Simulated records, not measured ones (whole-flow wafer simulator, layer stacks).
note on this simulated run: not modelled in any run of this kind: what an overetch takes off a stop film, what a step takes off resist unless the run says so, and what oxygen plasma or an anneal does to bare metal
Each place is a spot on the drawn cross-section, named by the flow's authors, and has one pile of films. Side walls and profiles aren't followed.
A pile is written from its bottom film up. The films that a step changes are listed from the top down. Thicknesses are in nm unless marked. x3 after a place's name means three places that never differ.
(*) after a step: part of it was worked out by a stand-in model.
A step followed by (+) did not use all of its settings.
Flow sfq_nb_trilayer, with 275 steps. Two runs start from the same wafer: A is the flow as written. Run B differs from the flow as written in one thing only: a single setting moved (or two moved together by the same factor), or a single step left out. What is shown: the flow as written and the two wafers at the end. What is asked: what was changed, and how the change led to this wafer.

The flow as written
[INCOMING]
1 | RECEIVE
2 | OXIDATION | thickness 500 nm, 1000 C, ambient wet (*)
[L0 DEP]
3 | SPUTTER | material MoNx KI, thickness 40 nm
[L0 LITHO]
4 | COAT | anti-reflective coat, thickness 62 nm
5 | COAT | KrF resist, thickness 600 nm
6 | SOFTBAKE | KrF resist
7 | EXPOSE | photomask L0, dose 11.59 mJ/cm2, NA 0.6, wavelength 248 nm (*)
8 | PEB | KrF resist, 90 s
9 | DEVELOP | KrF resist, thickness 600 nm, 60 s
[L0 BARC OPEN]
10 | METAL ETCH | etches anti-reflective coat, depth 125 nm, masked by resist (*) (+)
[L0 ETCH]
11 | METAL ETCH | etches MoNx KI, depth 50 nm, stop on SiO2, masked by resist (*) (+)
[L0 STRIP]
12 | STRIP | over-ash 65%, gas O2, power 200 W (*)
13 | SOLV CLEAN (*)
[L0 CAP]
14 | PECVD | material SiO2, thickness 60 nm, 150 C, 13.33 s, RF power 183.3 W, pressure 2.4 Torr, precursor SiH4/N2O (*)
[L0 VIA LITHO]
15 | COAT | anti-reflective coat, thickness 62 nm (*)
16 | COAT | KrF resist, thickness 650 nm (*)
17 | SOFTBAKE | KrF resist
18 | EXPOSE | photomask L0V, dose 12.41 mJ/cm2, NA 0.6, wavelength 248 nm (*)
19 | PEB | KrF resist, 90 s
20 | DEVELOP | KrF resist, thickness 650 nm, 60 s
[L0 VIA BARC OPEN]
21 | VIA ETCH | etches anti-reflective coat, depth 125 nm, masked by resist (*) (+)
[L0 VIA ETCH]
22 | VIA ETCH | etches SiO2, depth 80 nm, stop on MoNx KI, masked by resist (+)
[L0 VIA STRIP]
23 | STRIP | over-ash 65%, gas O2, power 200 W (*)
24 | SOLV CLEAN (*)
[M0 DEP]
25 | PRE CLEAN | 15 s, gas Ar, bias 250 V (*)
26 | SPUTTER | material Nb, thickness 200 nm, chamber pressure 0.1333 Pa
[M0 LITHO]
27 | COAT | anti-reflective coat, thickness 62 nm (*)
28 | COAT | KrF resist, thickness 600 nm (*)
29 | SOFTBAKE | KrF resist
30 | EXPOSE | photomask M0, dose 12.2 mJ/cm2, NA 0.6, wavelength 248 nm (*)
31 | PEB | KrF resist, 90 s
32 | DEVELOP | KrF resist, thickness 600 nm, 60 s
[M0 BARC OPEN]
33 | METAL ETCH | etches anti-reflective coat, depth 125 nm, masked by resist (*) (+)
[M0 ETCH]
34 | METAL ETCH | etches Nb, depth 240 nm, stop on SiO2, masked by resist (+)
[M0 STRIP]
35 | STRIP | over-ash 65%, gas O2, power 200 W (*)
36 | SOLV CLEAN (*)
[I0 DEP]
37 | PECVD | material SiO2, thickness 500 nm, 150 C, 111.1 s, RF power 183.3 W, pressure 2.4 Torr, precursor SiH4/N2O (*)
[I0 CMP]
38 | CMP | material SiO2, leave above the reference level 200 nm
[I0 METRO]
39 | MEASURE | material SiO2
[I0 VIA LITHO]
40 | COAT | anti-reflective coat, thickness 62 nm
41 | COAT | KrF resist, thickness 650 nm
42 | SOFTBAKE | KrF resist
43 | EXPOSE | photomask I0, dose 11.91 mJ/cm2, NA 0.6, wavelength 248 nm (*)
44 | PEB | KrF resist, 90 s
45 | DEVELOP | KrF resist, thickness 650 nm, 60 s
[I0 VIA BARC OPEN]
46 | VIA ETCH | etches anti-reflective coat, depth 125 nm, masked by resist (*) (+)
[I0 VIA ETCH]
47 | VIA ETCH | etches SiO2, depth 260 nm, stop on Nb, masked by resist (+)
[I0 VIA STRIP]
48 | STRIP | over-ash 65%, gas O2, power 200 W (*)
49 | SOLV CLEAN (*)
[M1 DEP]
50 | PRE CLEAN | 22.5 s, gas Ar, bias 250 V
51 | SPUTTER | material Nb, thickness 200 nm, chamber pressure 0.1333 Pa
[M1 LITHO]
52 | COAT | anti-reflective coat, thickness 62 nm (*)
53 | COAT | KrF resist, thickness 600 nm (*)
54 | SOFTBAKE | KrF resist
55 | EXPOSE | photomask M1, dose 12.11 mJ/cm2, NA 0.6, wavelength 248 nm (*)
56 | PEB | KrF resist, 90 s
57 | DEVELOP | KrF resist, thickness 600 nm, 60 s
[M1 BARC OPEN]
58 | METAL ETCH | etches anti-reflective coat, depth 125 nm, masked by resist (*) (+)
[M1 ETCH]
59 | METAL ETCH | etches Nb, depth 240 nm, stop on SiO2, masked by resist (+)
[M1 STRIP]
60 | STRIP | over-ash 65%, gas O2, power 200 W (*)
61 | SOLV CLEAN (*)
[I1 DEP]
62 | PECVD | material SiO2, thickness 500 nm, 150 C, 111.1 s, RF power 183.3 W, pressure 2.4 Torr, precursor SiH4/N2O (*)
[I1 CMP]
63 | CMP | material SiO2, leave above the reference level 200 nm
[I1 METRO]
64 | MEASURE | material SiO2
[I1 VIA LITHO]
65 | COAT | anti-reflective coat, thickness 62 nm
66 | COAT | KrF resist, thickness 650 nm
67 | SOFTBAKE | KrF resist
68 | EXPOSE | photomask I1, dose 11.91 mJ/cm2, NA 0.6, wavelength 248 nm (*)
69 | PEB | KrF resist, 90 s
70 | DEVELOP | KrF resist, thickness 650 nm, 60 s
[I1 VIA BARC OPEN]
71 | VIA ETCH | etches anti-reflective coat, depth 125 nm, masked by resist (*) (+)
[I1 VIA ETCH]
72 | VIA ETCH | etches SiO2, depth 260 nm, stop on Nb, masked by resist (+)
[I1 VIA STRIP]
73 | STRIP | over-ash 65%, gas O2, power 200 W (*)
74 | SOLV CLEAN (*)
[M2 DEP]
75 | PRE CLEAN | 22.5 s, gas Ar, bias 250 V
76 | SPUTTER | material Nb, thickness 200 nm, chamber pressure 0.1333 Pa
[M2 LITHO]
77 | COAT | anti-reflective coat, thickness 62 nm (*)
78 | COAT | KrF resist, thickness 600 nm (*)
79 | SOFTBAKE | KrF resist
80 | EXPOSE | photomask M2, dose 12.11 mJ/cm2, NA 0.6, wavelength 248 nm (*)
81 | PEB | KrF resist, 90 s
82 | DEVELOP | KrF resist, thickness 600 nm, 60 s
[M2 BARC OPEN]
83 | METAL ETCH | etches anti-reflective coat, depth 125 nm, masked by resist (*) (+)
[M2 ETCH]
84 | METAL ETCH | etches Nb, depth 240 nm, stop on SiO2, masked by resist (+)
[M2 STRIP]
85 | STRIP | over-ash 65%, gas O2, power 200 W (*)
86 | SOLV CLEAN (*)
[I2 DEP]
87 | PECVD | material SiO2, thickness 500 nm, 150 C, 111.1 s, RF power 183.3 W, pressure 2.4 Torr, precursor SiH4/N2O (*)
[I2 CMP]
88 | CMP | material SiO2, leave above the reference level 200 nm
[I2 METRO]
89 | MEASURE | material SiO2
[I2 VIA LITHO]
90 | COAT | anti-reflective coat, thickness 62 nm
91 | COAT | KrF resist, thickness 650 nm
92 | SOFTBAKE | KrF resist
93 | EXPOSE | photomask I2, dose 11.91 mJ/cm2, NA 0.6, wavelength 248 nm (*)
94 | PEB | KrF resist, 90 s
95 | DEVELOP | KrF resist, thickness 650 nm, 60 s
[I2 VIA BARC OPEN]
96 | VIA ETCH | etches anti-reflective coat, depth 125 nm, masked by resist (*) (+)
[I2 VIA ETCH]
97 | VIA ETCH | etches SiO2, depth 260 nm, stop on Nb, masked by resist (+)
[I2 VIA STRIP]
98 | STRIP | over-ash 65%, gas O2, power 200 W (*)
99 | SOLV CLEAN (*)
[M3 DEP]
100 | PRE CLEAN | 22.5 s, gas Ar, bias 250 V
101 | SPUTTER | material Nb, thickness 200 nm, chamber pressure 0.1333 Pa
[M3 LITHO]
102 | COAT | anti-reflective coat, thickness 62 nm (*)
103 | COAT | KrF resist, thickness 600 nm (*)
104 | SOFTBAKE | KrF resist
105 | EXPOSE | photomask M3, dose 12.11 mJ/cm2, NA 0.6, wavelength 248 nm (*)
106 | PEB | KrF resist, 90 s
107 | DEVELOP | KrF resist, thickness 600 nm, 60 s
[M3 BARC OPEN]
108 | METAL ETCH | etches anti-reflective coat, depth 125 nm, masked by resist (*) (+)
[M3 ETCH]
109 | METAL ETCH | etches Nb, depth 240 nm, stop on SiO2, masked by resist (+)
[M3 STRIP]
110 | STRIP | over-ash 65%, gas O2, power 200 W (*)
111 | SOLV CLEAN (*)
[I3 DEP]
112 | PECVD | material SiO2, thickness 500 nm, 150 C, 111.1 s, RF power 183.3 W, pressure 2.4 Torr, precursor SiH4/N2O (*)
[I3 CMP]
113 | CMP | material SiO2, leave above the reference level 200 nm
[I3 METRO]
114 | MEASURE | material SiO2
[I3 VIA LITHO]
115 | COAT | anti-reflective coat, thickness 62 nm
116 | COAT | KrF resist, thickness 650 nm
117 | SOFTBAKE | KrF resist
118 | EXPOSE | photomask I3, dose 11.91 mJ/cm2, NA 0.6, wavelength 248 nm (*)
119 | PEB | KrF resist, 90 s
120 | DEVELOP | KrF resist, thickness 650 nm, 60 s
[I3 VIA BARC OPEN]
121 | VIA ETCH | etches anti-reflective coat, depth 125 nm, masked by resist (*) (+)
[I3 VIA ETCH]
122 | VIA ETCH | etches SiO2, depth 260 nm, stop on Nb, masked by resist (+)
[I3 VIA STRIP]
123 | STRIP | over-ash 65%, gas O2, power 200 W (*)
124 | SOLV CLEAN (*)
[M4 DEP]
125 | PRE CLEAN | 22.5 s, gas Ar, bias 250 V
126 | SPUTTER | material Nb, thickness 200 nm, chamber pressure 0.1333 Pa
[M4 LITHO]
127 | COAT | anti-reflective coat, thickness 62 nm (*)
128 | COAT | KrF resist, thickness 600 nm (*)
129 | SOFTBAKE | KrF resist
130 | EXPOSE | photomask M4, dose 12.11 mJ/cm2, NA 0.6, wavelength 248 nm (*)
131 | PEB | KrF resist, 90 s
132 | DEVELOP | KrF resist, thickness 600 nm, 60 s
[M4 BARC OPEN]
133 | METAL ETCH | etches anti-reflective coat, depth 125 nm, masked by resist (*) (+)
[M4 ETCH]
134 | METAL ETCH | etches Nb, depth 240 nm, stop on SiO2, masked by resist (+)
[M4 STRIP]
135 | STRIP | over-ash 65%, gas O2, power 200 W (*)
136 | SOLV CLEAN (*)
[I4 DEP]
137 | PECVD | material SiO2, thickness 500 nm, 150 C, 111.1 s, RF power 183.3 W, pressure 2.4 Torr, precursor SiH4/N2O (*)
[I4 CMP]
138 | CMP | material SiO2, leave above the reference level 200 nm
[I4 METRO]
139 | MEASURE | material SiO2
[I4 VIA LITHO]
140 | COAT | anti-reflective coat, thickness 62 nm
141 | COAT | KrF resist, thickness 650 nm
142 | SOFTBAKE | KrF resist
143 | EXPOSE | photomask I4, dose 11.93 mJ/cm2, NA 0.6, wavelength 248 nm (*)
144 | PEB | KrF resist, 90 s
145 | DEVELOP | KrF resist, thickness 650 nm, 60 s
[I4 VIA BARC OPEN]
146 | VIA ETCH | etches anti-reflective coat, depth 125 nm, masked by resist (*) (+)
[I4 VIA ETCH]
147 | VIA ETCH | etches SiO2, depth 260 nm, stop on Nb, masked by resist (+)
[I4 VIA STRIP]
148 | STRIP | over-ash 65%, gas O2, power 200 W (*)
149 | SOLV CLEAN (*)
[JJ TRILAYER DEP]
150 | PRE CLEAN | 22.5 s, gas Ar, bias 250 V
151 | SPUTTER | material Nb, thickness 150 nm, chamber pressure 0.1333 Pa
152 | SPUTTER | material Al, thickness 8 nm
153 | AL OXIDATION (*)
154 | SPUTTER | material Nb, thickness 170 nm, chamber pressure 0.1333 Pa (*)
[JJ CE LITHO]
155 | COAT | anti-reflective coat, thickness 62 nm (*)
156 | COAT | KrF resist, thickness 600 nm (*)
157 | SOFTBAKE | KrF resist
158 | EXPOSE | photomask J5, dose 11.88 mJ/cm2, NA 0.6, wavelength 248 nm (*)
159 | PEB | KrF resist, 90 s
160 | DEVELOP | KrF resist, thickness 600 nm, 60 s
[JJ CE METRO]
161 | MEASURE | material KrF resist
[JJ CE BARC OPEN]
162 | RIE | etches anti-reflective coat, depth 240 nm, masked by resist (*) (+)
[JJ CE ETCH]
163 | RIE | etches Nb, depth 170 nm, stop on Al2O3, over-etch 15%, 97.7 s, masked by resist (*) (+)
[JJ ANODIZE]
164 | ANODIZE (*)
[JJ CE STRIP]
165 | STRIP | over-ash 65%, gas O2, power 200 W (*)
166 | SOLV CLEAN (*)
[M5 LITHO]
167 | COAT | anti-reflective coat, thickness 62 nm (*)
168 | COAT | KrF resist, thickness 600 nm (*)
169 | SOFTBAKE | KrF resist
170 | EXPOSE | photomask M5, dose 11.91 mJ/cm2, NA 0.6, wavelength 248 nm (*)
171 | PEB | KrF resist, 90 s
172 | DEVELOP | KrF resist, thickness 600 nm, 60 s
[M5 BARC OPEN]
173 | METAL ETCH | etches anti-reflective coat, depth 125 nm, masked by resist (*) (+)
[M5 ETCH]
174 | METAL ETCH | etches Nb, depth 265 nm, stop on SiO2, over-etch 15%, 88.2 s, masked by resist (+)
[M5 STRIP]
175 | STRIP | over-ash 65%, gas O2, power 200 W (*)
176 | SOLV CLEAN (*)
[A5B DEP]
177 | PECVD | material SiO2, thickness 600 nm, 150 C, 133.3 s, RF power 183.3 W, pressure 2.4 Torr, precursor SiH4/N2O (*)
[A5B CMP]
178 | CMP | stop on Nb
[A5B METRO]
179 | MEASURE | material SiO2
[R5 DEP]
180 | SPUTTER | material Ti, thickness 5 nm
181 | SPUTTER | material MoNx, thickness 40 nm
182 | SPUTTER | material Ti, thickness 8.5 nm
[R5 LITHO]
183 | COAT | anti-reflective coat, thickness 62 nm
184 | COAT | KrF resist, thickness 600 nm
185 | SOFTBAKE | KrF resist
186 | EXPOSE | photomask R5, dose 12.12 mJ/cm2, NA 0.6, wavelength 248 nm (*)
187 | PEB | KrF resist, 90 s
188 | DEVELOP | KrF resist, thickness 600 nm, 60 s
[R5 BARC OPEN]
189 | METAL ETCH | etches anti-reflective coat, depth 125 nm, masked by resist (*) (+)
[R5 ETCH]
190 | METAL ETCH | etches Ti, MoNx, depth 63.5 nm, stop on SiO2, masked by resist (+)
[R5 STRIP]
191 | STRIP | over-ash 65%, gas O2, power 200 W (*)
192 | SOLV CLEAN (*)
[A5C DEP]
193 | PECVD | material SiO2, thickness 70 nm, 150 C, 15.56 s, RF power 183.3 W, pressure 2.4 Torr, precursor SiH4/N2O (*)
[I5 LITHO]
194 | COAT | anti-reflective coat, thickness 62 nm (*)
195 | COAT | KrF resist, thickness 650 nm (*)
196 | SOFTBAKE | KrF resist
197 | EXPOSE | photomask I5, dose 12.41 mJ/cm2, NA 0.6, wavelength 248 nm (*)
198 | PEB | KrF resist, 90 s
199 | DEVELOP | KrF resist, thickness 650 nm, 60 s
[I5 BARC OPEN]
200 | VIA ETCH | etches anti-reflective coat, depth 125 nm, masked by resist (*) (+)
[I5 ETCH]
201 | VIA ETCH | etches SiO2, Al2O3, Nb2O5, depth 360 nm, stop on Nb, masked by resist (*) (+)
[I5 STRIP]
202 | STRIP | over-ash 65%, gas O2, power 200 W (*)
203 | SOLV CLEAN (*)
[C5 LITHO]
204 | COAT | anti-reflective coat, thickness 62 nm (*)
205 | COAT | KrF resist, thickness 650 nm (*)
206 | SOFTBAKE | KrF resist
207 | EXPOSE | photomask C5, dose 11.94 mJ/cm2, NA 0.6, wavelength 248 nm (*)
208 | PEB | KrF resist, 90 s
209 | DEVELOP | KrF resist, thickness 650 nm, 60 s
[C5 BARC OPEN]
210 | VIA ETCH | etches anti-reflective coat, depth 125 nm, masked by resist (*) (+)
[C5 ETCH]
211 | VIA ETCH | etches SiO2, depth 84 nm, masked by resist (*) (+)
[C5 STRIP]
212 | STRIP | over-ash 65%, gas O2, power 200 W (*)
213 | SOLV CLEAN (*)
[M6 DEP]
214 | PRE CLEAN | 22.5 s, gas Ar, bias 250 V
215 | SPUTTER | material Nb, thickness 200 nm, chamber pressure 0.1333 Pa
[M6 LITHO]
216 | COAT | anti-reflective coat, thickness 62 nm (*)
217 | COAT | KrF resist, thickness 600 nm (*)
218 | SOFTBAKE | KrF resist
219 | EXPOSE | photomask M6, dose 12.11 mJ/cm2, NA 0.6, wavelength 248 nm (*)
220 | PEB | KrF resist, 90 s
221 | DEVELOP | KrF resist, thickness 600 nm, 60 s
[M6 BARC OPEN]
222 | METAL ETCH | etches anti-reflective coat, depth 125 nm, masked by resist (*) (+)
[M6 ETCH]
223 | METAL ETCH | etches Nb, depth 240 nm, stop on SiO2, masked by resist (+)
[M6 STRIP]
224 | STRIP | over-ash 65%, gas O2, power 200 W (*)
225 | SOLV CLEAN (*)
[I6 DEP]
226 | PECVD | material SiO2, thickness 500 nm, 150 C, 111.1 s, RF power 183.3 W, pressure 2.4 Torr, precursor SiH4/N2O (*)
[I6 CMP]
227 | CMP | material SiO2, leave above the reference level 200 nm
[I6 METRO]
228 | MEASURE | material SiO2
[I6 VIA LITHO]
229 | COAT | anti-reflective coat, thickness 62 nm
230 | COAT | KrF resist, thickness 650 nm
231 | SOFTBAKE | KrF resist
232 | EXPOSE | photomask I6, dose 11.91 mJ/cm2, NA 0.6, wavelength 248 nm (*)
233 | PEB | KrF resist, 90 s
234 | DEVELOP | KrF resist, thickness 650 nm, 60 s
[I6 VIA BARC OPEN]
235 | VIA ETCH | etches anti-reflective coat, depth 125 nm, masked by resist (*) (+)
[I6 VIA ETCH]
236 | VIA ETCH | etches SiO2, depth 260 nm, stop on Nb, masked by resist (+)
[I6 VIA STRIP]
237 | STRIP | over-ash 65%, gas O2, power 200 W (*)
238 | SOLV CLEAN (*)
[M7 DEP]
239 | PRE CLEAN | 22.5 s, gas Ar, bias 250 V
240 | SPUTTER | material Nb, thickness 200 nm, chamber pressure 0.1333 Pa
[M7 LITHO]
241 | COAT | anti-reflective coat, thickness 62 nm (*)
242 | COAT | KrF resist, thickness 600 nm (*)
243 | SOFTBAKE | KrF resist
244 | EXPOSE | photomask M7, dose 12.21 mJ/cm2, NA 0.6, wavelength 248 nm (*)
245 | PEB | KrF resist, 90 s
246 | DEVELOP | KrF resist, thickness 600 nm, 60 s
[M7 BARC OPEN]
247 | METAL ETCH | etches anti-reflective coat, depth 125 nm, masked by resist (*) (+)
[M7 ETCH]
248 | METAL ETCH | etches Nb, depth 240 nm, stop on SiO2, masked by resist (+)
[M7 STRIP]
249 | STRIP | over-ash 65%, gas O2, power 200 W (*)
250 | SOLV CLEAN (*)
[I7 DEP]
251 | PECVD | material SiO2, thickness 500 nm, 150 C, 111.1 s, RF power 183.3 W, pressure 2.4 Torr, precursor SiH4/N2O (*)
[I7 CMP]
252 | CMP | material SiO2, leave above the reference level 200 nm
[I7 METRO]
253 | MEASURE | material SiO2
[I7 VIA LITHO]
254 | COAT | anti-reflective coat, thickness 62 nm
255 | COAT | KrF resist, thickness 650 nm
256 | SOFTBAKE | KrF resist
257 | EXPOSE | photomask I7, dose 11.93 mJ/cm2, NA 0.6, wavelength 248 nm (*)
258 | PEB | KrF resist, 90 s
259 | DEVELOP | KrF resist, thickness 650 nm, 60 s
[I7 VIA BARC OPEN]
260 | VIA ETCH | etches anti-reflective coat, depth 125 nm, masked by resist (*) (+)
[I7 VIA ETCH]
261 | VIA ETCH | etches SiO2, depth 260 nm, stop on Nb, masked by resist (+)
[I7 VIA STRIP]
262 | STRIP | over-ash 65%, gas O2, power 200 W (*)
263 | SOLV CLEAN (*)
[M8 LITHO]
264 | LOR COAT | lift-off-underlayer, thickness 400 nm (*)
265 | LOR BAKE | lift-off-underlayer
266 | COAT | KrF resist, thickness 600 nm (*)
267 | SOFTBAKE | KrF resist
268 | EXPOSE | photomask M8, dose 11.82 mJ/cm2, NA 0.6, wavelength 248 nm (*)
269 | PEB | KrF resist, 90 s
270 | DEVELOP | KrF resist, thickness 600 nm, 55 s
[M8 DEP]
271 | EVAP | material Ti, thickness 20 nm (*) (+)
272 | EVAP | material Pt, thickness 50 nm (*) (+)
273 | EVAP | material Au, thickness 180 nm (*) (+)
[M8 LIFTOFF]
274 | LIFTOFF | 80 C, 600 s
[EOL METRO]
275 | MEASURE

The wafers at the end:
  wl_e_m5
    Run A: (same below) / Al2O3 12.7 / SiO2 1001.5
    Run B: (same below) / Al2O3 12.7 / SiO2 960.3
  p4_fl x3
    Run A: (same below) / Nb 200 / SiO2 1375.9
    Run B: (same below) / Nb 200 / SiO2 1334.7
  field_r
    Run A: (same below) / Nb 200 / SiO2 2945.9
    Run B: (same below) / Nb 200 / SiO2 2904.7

The reason: step 215, SPUTTER: thickness 158.8 nm was run, whereas the flow has thickness 200 nm.

The path from the change to this, step by step:
  215 | SPUTTER | material Nb, thickness 200 nm, chamber pressure 0.1333 Pa
      field_l, v_sur, via_wl and 100 more: A Nb gains 200 (new film) | B Nb gains 158.8 (new film)
      be: A Nb gains 147.3 | B Nb gains 117.3
      (as well as at 2 more places)
  216 | COAT | anti-reflective coat, thickness 62 nm (*)
      be: A anti-reflective coat gains 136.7 (new film) | B anti-reflective coat gains 133.2 (new film)
  223 | METAL ETCH | etches Nb, depth 240 nm, stop on SiO2, masked by resist (+)
      field_l, gap, moat and 76 more: A Nb loses 200 (all of it) | B Nb loses 158.8 (all of it)
  224 | STRIP | over-ash 65%, gas O2, power 200 W (*)
      be: A KrF resist loses 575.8 (all of it), anti-reflective coat loses 136.7 (all of it) | B KrF resist loses 574.6 (all of it), anti-reflective coat loses 133.2 (all of it)
  226 | PECVD | material SiO2, thickness 500 nm, 150 C, 111.1 s, RF power 183.3 W, pressure 2.4 Torr, precursor SiH4/N2O (*)
      gap, wl_a_sl, m6r_space_l x2: A SiO2 gains 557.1 | B SiO2 gains 515.9
      be: A SiO2 gains 693.5 (new film) | B SiO2 gains 678 (new film)
  227 | CMP | material SiO2, leave above the reference level 200 nm
      field_l, p4_fl x3, p4_w1 x9 and 49 more: A SiO2 loses 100 | B SiO2 loses 141.2
      moat, field_r, lsp_l, ln_m5, lsp_m: A SiO2 loses 93.6 | B SiO2 loses 136.1
      (as well as at 9 more places)
